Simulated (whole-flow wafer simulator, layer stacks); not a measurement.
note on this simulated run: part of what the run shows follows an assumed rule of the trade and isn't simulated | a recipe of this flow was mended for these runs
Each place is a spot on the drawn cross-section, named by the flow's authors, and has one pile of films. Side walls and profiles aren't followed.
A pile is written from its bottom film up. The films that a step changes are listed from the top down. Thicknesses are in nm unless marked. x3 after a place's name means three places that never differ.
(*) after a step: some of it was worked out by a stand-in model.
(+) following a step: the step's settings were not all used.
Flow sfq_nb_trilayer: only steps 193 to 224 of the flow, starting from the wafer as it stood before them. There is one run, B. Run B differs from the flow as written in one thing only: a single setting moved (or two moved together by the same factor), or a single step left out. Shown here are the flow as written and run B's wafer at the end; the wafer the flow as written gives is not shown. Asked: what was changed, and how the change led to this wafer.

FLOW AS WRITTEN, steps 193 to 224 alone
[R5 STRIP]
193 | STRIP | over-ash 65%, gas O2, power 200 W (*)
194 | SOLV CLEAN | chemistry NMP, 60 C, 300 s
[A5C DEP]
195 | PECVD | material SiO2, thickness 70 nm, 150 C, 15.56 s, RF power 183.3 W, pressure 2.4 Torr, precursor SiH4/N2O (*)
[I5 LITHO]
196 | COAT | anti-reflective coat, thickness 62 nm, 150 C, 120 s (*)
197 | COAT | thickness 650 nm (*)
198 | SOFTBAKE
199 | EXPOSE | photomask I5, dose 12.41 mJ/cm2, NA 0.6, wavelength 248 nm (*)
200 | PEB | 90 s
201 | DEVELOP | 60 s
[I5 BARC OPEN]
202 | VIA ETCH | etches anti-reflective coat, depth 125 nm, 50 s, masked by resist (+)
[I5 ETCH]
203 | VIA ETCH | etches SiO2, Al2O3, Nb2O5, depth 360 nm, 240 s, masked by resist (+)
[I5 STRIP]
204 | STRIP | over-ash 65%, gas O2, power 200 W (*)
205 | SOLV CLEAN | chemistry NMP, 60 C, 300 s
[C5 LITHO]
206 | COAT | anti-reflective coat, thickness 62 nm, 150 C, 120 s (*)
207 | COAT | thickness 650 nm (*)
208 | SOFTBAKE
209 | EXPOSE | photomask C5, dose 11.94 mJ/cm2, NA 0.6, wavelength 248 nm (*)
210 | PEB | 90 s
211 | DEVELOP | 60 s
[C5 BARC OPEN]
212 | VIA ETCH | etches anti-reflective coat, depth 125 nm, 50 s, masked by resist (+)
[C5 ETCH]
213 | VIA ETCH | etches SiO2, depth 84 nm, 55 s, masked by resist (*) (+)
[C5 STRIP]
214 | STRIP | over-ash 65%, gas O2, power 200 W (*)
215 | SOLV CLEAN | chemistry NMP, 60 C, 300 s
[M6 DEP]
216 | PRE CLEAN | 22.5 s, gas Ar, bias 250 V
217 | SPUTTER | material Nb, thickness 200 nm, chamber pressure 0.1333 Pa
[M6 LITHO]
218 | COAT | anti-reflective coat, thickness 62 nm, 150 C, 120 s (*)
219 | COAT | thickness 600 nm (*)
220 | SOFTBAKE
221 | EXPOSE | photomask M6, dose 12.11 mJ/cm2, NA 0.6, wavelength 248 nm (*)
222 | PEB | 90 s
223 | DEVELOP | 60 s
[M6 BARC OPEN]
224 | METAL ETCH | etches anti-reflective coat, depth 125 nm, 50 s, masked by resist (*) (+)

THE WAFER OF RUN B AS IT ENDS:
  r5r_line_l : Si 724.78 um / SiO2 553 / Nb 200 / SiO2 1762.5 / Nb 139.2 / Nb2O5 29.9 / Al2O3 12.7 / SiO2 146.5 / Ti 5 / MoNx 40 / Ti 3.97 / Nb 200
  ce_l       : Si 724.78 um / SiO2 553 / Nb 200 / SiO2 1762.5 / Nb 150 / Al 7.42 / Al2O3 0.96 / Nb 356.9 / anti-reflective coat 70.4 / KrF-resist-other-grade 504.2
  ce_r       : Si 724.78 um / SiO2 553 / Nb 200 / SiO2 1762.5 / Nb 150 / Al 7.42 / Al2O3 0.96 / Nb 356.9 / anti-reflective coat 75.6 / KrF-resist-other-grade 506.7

What caused this: step 195, PECVD: material SiO2, thickness 70 nm, 150 C, 15.56 s, RF power 183.3 W, pressure 2.4 Torr, precursor SiH4/N2O (*), was skipped.

Step by step, how the change led to this:
  196 | COAT | anti-reflective coat, thickness 62 nm, 150 C, 120 s (*)
      r5r_line_l, r5r_line_c, r5r_line_r: anti-reflective coat gains 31 (new film) (it would be, as written: anti-reflective coat gains 35.5 (new film))
      r5r_spacepad_l, r5r_spacepad_r: anti-reflective coat gains 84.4 (new film) (it would be, as written: anti-reflective coat gains 89.1 (new film))
      (and at 1 other place as well)
  203 | VIA ETCH | etches SiO2, Al2O3, Nb2O5, depth 360 nm, 240 s, masked by resist (+)
      be: SiO2 loses 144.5 (all of it), Al2O3 loses 12.7 (all of it), Nb2O5 loses 29.9 (all of it), Nb loses 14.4 (it would be, as written: SiO2 loses 214.5 (all of it), Al2O3 loses 12.7 (all of it), Nb2O5 loses 29.9 (all of it), Nb loses 8.57)
  204 | STRIP | over-ash 65%, gas O2, power 200 W (*)
      r5r_line_l, r5r_line_c, r5r_line_r: KrF-resist-other-grade loses 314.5 (all of it), anti-reflective coat loses 31 (all of it) (it would be, as written: KrF-resist-other-grade loses 314.5 (all of it), anti-reflective coat loses 35.5 (all of it))
      r5r_spacepad_l, r5r_spacepad_r: KrF-resist-other-grade loses 316.3 (all of it), anti-reflective coat loses 84.4 (all of it) (it would be, as written: KrF-resist-other-grade loses 316.1 (all of it), anti-reflective coat loses 89.1 (all of it))
      (and at 1 other place as well)
  206 | COAT | anti-reflective coat, thickness 62 nm, 150 C, 120 s (*)
      r5r_line_l, r5r_line_c, r5r_line_r: anti-reflective coat gains 31 (new film) (it would be, as written: anti-reflective coat gains 35.5 (new film))
      r5r_spacepad_l, r5r_spacepad_r: anti-reflective coat gains 84.4 (new film) (it would be, as written: anti-reflective coat gains 89.1 (new film))
      (and at 2 other places as well)
  207 | COAT | thickness 650 nm (*)
      be: KrF-resist-other-grade gains 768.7 (new film) (it would be, as written: KrF-resist-other-grade gains 815 (new film))
  213 | VIA ETCH | etches SiO2, depth 84 nm, 55 s, masked by resist (*) (+)
      c5j: Nb loses 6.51 (it would be, as written: SiO2 loses 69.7 (all of it), Nb loses 1.19)
      res: Ti loses 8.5 (all of it) (it would be, as written: SiO2 loses 69.7 (all of it), Ti loses 1.43)
  214 | STRIP | over-ash 65%, gas O2, power 200 W (*)
      r5r_line_l, r5r_line_c, r5r_line_r: KrF-resist-other-grade loses 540 (all of it), anti-reflective coat loses 31 (all of it) (it would be, as written: KrF-resist-other-grade loses 540 (all of it), anti-reflective coat loses 35.5 (all of it))
      r5r_spacepad_l, r5r_spacepad_r: KrF-resist-other-grade loses 541.8 (all of it), anti-reflective coat loses 84.4 (all of it) (it would be, as written: KrF-resist-other-grade loses 541.6 (all of it), anti-reflective coat loses 89.1 (all of it))
      (and at 2 other places as well)
  216 | PRE CLEAN | 22.5 s, gas Ar, bias 250 V
      be_r, r_sur, r_end, r5r_line_l, r5r_line_c, r5r_line_r: Ti loses 4.53 (it would be, as written: SiO2 loses 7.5)
      ce_l, ce_r, wl_jj: Nb loses 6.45 (it would be, as written: SiO2 loses 7.5)
      (and at 1 other place as well)
  217 | SPUTTER | material Nb, thickness 200 nm, chamber pressure 0.1333 Pa
      ce_l, ce_r, wl_jj: Nb gains 200 (it would be, as written: Nb gains 200 (new film))
      be: Nb gains 160.7 (it would be, as written: Nb gains 145.8)
      (and at 2 other places as well)
  218 | COAT | anti-reflective coat, thickness 62 nm, 150 C, 120 s (*)
      r5r_line_l, r5r_line_c, r5r_line_r: anti-reflective coat gains 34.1 (new film) (it would be, as written: anti-reflective coat gains 37.1 (new film))
      wire: anti-reflective coat gains 34.3 (new film) (it would be, as written: anti-reflective coat gains 33.4 (new film))
      (and at 15 other places as well)
  219 | COAT | thickness 600 nm (*)
      be: KrF-resist-other-grade gains 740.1 (new film) (it would be, as written: KrF-resist-other-grade gains 795.2 (new film))
      res: KrF-resist-other-grade gains 574.9 (new film) (it would be, as written: KrF-resist-other-grade gains 587.6 (new film))
  224 | METAL ETCH | etches anti-reflective coat, depth 125 nm, 50 s, masked by resist (*) (+)
      r5r_line_l, r5r_line_c, r5r_line_r: anti-reflective coat loses 34.1 (all of it) (it would be, as written: anti-reflective coat loses 37.1 (all of it))
      gap: anti-reflective coat loses 62.6 (all of it) (it would be, as written: anti-reflective coat loses 61.1 (all of it))
      (and at 3 other places as well)
If metal films that touch count as one body, r5r_line_l has 3 bodies (between them, from the top down: SiO2 146.5 / Al2O3 12.7 / Nb2O5 29.9; SiO2 1762.5); the flow as written gives 4 bodies (between them, from the top down: SiO2 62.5; SiO2 146.5 / Al2O3 12.7 / Nb2O5 29.9; SiO2 1762.5).
If metal films that touch count as one body, ce_l has 3 bodies (between them, from the top down: Al2O3 0.96; SiO2 1762.5); the flow as written gives 4 bodies (between them, from the top down: SiO2 62.5; Al2O3 0.96; SiO2 1762.5).
If metal films that touch count as one body, ce_r has 3 bodies (between them, from the top down: Al2O3 0.96; SiO2 1762.5); the flow as written gives 4 bodies (between them, from the top down: SiO2 62.5; Al2O3 0.96; SiO2 1762.5).
